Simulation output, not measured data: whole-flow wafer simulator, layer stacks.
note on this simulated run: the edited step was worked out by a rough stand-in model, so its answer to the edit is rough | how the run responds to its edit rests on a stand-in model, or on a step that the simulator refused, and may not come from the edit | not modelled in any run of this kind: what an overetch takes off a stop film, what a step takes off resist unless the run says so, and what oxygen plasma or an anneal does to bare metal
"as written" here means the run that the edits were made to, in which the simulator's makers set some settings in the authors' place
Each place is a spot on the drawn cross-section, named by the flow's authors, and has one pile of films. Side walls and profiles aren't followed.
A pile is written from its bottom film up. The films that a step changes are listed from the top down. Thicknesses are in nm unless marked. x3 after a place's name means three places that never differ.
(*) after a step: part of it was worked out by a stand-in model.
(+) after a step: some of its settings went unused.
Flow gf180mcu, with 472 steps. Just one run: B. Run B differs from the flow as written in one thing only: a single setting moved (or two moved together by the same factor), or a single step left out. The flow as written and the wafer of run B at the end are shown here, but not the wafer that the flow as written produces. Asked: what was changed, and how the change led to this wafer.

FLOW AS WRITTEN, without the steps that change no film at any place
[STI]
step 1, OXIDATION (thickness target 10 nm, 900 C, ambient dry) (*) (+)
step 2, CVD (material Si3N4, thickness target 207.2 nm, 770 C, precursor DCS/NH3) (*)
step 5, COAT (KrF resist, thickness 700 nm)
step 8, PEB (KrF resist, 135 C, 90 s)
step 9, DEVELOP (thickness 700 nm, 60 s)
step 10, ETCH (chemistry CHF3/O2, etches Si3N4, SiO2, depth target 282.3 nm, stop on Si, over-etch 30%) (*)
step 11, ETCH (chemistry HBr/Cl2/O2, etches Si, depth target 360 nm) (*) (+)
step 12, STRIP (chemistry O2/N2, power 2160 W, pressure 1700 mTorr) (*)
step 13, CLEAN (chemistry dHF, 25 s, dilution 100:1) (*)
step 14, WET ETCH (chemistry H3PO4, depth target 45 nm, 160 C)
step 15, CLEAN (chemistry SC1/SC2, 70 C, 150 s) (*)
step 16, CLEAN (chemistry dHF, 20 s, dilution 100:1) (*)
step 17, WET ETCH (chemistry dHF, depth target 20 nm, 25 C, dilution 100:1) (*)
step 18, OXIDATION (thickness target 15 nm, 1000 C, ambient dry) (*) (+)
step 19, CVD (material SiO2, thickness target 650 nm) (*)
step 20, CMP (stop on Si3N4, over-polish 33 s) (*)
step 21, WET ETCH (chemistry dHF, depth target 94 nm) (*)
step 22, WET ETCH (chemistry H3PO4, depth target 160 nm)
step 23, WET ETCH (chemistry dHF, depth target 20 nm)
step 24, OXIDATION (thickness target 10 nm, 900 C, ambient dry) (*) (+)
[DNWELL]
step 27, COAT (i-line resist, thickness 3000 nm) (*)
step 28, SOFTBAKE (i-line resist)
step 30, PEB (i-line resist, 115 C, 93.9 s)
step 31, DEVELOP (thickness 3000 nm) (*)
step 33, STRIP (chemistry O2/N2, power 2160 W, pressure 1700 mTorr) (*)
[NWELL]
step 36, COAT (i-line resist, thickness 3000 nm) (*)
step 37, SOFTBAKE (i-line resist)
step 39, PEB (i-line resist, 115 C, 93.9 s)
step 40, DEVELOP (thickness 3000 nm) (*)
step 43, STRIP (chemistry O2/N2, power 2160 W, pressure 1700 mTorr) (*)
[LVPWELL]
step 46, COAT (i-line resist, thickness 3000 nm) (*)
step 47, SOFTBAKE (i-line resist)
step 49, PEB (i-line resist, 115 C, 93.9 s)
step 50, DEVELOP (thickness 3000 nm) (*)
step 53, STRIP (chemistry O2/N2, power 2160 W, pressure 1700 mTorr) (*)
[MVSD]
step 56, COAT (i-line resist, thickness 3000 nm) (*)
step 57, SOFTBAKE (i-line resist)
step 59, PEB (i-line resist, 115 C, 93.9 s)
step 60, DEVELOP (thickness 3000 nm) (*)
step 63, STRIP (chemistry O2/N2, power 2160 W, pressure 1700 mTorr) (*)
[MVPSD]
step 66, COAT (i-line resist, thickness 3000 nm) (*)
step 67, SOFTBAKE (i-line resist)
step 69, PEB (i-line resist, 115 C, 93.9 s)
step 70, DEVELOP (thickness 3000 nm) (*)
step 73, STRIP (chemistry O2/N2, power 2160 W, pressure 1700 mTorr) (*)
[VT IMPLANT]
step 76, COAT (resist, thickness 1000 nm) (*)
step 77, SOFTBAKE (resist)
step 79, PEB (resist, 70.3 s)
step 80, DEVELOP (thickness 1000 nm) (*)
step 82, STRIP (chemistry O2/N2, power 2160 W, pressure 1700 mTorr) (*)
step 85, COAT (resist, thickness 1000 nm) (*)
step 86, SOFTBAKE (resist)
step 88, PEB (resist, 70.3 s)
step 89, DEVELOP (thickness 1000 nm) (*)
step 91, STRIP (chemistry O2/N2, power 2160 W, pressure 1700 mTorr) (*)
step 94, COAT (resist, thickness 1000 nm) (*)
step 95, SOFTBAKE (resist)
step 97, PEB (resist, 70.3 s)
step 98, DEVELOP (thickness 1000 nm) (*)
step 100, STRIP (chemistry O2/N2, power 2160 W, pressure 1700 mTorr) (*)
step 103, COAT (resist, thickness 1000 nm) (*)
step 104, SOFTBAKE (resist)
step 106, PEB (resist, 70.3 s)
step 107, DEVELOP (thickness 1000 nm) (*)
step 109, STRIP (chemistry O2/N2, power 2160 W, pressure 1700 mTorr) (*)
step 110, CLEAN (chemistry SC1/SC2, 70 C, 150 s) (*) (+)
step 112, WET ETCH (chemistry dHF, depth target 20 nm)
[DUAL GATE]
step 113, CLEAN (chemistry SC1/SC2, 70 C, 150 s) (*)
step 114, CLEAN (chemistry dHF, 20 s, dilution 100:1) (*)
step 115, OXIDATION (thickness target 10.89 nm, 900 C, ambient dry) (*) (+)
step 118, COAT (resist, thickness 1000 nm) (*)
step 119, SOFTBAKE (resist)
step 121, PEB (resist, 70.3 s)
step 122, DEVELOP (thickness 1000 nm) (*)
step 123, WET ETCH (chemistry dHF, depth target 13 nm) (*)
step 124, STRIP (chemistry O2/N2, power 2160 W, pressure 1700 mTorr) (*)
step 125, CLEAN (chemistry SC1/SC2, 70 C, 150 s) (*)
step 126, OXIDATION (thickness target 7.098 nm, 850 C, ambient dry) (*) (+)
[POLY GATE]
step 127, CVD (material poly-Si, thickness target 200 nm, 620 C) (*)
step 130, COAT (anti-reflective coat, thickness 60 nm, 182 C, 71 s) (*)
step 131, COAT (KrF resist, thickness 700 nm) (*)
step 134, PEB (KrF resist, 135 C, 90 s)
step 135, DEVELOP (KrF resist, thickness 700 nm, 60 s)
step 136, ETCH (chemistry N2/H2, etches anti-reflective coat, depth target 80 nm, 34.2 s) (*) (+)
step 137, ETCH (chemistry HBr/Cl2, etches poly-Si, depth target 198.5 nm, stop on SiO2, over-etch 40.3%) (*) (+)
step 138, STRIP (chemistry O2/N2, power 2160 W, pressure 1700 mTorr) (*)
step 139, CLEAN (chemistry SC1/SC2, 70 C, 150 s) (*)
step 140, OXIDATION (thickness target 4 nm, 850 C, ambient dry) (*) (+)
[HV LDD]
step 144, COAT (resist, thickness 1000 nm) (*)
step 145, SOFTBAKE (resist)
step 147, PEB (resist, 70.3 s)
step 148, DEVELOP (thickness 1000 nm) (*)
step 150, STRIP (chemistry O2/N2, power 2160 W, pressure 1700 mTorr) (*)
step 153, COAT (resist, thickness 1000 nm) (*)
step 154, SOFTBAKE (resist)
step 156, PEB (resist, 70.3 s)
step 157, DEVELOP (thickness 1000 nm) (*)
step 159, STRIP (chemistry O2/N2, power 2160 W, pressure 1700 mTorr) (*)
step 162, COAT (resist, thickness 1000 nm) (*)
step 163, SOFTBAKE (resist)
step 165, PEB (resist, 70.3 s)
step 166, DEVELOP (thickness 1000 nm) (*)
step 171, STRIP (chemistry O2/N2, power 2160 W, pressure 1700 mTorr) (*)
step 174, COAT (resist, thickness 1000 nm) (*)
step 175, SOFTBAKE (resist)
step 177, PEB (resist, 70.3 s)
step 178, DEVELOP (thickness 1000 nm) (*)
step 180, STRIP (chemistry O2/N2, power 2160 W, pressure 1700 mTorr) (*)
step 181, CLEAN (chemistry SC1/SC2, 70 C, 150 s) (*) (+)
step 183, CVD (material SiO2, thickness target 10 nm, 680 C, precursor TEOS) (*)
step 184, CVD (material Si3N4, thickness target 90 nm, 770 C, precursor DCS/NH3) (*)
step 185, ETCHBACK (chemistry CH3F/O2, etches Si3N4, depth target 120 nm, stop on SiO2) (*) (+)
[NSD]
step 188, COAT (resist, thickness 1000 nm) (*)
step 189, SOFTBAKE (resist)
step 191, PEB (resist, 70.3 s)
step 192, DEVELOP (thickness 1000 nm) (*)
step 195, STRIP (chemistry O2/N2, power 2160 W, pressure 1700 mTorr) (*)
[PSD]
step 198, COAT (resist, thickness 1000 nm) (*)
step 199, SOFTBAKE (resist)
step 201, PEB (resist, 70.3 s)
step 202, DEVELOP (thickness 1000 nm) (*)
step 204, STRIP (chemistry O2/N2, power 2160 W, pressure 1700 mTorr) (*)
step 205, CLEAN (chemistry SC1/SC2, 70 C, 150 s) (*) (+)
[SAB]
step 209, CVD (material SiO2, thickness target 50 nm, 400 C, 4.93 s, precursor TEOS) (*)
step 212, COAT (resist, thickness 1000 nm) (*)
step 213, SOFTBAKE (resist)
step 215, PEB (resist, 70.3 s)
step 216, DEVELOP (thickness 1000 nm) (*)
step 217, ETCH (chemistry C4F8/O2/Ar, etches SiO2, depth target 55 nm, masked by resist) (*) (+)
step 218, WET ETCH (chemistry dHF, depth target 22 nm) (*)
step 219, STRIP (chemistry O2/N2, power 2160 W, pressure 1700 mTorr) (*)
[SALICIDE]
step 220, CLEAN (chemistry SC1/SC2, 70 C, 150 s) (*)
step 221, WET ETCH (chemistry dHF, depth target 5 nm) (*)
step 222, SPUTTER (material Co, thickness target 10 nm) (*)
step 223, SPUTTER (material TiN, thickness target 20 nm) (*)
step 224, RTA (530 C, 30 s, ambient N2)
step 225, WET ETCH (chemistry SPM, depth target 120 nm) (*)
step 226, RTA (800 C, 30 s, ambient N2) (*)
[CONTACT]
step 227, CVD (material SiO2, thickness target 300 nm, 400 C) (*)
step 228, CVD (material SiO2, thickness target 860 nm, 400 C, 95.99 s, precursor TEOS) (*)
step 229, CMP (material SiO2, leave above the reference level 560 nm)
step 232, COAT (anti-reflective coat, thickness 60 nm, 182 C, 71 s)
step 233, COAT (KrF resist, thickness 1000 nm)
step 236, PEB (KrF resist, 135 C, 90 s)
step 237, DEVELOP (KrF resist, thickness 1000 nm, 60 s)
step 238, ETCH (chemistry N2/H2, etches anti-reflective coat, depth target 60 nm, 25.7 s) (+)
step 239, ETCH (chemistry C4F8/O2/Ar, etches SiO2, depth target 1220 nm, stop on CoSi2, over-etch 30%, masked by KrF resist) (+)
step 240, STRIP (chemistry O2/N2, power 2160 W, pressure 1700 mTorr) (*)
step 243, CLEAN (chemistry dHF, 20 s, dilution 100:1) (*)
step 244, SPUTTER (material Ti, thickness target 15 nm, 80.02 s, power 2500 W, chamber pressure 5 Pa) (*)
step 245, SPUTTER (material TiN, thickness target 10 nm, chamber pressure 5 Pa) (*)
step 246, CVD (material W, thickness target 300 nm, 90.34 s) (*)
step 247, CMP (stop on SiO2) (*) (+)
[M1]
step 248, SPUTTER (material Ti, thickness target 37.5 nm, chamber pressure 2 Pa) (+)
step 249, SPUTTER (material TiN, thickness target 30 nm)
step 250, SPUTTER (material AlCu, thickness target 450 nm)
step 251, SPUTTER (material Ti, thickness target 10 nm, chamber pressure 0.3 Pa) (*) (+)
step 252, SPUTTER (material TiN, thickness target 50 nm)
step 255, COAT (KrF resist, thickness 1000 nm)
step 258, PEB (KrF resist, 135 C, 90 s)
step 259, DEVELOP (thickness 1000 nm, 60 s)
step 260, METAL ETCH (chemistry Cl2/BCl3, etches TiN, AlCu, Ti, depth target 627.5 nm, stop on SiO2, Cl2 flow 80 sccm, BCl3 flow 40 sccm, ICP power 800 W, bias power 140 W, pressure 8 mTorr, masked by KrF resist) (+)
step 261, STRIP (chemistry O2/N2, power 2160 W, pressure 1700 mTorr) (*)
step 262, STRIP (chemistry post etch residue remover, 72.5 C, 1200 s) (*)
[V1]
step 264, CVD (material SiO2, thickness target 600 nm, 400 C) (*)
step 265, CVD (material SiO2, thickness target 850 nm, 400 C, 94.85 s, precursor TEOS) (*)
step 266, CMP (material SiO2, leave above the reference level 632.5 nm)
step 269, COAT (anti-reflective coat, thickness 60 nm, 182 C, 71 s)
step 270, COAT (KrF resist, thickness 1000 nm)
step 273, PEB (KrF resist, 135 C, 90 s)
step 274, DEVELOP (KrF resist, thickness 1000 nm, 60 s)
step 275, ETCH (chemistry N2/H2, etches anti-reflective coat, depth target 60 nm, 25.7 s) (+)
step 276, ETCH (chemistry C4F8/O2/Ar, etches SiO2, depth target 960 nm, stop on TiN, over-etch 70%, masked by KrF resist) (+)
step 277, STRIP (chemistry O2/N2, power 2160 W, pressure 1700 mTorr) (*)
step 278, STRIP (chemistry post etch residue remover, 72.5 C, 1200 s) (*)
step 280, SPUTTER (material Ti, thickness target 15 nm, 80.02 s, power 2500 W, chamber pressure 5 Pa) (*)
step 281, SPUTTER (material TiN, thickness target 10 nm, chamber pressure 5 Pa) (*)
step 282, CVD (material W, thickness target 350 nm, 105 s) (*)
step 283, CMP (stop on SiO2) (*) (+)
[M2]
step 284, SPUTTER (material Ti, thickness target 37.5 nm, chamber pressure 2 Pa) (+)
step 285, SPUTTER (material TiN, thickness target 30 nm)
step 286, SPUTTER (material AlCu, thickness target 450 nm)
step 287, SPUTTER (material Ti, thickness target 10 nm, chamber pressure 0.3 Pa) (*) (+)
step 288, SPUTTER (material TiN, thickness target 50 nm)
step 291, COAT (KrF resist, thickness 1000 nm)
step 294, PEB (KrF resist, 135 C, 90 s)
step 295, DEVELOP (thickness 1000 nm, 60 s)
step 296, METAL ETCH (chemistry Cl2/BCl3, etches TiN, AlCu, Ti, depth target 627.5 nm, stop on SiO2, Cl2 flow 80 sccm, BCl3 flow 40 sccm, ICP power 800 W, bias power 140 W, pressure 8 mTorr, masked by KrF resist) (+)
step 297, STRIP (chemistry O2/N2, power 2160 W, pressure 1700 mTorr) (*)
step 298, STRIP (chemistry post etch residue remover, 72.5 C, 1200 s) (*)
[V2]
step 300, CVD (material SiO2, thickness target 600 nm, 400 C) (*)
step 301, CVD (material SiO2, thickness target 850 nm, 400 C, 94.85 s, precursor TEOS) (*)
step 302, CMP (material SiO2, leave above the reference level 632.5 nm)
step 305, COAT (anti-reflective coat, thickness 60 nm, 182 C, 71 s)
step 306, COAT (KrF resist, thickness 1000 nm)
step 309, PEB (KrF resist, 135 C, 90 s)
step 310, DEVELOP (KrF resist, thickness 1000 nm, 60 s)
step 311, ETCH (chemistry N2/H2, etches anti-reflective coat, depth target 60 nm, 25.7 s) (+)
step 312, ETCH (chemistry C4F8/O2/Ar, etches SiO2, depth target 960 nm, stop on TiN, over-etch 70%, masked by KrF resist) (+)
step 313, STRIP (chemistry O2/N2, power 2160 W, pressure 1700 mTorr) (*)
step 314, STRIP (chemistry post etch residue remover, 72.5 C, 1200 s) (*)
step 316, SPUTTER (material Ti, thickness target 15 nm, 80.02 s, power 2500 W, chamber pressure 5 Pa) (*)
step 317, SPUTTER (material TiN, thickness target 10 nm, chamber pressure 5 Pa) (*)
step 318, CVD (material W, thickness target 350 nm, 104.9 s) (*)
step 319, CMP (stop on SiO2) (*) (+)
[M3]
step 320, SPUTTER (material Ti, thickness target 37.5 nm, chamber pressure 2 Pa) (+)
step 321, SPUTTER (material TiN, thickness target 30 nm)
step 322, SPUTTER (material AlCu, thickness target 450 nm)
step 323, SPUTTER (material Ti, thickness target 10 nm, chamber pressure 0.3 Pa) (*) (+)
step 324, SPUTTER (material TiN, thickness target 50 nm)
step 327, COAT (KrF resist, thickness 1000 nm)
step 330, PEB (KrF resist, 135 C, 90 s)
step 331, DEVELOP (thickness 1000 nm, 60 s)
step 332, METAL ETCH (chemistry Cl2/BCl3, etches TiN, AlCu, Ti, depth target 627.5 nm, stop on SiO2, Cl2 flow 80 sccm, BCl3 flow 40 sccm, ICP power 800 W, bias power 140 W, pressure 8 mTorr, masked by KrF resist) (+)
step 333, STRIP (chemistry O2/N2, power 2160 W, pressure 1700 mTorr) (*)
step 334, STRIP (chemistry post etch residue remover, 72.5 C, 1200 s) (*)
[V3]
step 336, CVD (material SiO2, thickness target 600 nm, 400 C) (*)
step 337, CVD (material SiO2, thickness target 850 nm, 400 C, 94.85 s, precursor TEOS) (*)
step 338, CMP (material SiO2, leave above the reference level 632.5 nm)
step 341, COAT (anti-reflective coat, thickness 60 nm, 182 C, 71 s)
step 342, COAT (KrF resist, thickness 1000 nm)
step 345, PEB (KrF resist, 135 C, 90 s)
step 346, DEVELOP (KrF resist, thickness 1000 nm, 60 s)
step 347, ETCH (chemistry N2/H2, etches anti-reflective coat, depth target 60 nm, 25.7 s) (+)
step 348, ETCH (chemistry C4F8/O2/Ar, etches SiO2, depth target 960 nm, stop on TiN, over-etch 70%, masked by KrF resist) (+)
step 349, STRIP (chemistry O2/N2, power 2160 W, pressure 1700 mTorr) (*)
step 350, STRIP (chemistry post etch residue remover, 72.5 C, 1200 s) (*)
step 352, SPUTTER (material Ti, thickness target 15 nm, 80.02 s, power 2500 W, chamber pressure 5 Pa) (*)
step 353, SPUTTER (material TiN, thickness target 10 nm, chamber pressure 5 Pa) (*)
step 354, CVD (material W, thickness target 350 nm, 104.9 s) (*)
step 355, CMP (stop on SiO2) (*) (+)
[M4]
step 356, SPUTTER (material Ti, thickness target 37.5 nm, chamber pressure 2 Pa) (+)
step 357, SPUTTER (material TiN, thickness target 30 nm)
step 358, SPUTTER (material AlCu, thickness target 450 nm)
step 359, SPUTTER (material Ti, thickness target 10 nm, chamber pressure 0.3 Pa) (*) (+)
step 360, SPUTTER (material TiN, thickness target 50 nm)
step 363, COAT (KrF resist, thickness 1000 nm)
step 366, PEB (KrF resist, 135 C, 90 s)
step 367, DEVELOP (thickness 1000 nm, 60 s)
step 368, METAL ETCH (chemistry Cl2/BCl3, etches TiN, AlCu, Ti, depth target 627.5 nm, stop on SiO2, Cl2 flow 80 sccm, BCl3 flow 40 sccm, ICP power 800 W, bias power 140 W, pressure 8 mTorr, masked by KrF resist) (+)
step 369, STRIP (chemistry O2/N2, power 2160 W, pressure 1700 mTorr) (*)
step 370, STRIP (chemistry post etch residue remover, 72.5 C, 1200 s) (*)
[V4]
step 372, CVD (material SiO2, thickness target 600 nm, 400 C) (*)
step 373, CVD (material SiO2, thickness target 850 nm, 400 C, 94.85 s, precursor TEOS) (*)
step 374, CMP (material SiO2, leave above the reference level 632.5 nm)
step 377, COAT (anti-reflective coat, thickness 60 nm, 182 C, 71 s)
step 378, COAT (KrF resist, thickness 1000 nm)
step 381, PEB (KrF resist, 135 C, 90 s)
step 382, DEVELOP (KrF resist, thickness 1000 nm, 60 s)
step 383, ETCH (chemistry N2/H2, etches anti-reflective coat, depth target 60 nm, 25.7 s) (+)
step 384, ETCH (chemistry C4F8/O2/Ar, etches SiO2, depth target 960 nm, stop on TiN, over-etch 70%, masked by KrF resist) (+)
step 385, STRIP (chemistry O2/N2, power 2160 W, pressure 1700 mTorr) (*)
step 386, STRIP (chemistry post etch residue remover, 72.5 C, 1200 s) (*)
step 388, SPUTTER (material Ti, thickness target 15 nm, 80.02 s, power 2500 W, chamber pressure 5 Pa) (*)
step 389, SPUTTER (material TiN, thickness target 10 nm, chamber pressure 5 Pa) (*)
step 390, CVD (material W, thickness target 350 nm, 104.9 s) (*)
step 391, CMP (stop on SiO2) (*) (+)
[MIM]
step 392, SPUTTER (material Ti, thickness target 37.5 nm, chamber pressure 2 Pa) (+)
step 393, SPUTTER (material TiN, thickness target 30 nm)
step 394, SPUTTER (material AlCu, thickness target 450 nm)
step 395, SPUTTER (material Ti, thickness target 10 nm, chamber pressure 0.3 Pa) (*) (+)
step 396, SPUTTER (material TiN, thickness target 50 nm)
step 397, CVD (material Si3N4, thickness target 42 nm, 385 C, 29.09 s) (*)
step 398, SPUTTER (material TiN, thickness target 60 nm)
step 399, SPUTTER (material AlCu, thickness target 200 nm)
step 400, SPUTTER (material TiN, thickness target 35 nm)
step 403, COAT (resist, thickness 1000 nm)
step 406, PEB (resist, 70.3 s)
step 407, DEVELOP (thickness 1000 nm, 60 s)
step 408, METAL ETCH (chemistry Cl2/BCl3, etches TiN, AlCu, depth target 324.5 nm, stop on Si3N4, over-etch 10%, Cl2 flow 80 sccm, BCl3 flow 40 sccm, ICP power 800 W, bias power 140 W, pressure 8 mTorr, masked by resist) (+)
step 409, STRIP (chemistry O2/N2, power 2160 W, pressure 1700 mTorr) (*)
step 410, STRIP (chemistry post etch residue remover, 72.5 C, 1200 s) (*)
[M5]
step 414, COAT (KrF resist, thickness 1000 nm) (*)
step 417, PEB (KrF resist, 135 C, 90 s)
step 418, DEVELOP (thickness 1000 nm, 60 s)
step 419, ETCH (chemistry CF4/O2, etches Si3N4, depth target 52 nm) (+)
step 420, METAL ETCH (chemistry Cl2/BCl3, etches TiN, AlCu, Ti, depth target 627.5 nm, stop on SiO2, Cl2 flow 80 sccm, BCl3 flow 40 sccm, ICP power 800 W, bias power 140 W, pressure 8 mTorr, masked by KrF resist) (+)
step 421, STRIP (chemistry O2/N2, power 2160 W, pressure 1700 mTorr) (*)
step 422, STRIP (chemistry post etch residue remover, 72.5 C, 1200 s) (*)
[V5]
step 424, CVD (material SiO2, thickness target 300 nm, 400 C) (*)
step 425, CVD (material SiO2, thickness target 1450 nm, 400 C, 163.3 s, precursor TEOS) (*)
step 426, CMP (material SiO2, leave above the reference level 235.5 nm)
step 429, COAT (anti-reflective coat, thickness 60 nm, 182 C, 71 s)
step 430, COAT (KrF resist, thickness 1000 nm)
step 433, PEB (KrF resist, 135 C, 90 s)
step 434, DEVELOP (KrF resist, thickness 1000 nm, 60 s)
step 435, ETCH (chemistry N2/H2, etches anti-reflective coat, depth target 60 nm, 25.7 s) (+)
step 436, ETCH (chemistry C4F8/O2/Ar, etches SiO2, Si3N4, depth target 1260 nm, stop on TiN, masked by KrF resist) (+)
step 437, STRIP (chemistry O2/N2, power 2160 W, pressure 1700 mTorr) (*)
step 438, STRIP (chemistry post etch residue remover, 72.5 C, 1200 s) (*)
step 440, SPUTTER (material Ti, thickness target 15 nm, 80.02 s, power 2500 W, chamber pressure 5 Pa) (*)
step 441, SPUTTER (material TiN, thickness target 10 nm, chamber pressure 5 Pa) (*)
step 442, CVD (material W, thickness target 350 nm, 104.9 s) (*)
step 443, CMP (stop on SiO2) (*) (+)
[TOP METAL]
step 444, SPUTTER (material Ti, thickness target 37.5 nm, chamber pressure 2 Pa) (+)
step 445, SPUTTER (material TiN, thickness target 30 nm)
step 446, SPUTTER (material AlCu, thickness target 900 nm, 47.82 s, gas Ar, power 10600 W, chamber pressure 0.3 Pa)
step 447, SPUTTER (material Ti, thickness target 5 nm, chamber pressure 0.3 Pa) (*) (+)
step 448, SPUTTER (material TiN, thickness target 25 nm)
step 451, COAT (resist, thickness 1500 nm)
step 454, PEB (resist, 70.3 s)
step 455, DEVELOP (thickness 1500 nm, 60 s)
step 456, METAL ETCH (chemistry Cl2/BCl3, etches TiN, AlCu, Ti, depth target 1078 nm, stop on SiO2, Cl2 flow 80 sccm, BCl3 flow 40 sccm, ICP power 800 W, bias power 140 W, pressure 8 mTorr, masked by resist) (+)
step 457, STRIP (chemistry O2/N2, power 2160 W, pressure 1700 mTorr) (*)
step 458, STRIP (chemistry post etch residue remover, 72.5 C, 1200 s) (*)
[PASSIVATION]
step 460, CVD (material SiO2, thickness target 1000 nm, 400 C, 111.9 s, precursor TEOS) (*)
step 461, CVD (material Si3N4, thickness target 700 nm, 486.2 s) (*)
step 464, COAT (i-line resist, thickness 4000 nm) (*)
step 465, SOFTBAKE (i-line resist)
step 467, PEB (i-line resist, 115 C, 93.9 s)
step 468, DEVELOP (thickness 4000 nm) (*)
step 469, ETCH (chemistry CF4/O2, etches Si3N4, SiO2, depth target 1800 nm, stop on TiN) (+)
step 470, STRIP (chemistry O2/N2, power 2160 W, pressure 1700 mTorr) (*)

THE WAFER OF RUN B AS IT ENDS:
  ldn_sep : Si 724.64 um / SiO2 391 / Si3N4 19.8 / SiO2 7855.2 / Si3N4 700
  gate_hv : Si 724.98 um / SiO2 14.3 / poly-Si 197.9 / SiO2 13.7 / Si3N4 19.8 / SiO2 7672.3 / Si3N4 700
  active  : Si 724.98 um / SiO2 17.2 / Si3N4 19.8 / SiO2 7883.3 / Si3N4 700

What caused this: step 185, ETCHBACK: depth target 66 nm was run, while the flow as written has depth target 120 nm.

The path from the change to this, step by step:
  step 185, ETCHBACK (chemistry CH3F/O2, etches Si3N4, depth target 120 nm, stop on SiO2) (*) (+)
      field, field__w1, field__w2 and 100 more: -66 Si3N4 (it would be, as written: -90 Si3N4 (all of it), -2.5 SiO2)
  step 188, COAT (resist, thickness 1000 nm) (*)
      spacer: +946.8 resist (new film) (it would be, as written: +920.2 resist (new film))
  step 189, SOFTBAKE (resist)
      field__w9: -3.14 resist (it would be, as written: +6.92 resist)
      nw_enc_fld_lv: +5.57 resist (it would be, as written: +0.86 resist)
  step 192, DEVELOP (thickness 1000 nm) (*)
      spacer: -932 resist (all of it) (it would be, as written: -905.9 resist (all of it))
  step 198, COAT (resist, thickness 1000 nm) (*)
      spacer: +946.8 resist (new film) (it would be, as written: +920.2 resist (new film))
  step 199, SOFTBAKE (resist)
      field__w9: -3.14 resist (it would be, as written: +6.92 resist)
      nw_enc_fld_lv: +5.57 resist (it would be, as written: +0.86 resist)
  step 204, STRIP (chemistry O2/N2, power 2160 W, pressure 1700 mTorr) (*)
      spacer: -932 resist (all of it) (it would be, as written: -905.9 resist (all of it))
  step 205, CLEAN (chemistry SC1/SC2, 70 C, 150 s) (*) (+)
      field, field__w1, field__w2 and 105 more: -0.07 Si3N4 (it would be, as written: -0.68 SiO2)
  step 209, CVD (material SiO2, thickness target 50 nm, 400 C, 4.93 s, precursor TEOS) (*)
      field, field__w7, field__w8 and 73 more: +50 SiO2 (new film) (it would be, as written: +50 SiO2)
      field_sub__w1, field_sub__w3, field_sub__w4, field_sub__w5, ld_drift_n: +48.8 SiO2 (new film) (it would be, as written: +48.9 SiO2)
      (also at 27 further places)
  step 212, COAT (resist, thickness 1000 nm) (*)
      spacer: +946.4 resist (new film) (it would be, as written: +919.4 resist (new film))
  step 216, DEVELOP (thickness 1000 nm) (*)
      spacer: -931.6 resist (all of it) (it would be, as written: -905.1 resist (all of it))
  step 217, ETCH (chemistry C4F8/O2/Ar, etches SiO2, depth target 55 nm, masked by resist) (*) (+)
      field, field__w7, field__w8 and 70 more: -50 SiO2 (all of it), -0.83 Si3N4 (it would be, as written: -55 SiO2)
      field_sub__w1, field_sub__w3, field_sub__w4, field_sub__w5, ld_drift_n: -48.8 SiO2 (all of it), -1.03 Si3N4 (it would be, as written: -55 SiO2)
      (also at 21 further places)
  step 218, WET ETCH (chemistry dHF, depth target 22 nm) (*)
      gate, gate_hv, gate_p and 23 more: -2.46 Si3N4 (it would be, as written: -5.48 SiO2 (all of it))
      field, field__w10, sti and 14 more: -2.46 Si3N4 (it would be, as written: -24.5 SiO2)
      (also at 56 further places)
  step 219, STRIP (chemistry O2/N2, power 2160 W, pressure 1700 mTorr) (*)
      gate, gate_hv, gate_p and 23 more: nothing (it would be, as written: +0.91 chemical SiO2 (new film), -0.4 poly-Si)
      active, p_well, sd_n and 20 more: nothing (it would be, as written: +0.91 chemical SiO2 (new film), -0.4 Si)
  step 220, CLEAN (chemistry SC1/SC2, 70 C, 150 s) (*)
      field, field__w2, field__w7 and 40 more: nothing (it would be, as written: -0.68 SiO2)
      field__w1, field__w3, field__w6, field__w12, m1, nw_enc_fld_lv, nw_enc_fld_lv__w3: -0.07 Si3N4 (it would be, as written: -0.68 SiO2)
  step 221, WET ETCH (chemistry dHF, depth target 5 nm) (*)
      active, p_well, gate and 46 more: -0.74 Si3N4 (it would be, as written: -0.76 chemical SiO2 (all of it))
      field, field__w1, field__w2 and 23 more: -0.74 Si3N4 (it would be, as written: -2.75 SiO2)
      (also at 24 further places)
  ... another 9 steps ...
  step 471, ANNEAL (400 C, 1800 s, ambient N2/H2)
      polyc_n, polyc_p: under 9 films: +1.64 void (new film), -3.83 Ti, +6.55 TiSi first (new film), -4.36 poly-Si (it would be, as written: nothing)
      contact: under 49 films: +1.62 void (new film), -3.83 Ti, +6.55 TiSi first (new film), -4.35 Si (it would be, as written: nothing)
Taking metal films that touch as one body, gate_hv has 0 bodies; the flow as written gives 1 body.
Taking metal films that touch as one body, active has 0 bodies; the flow as written gives 1 body.
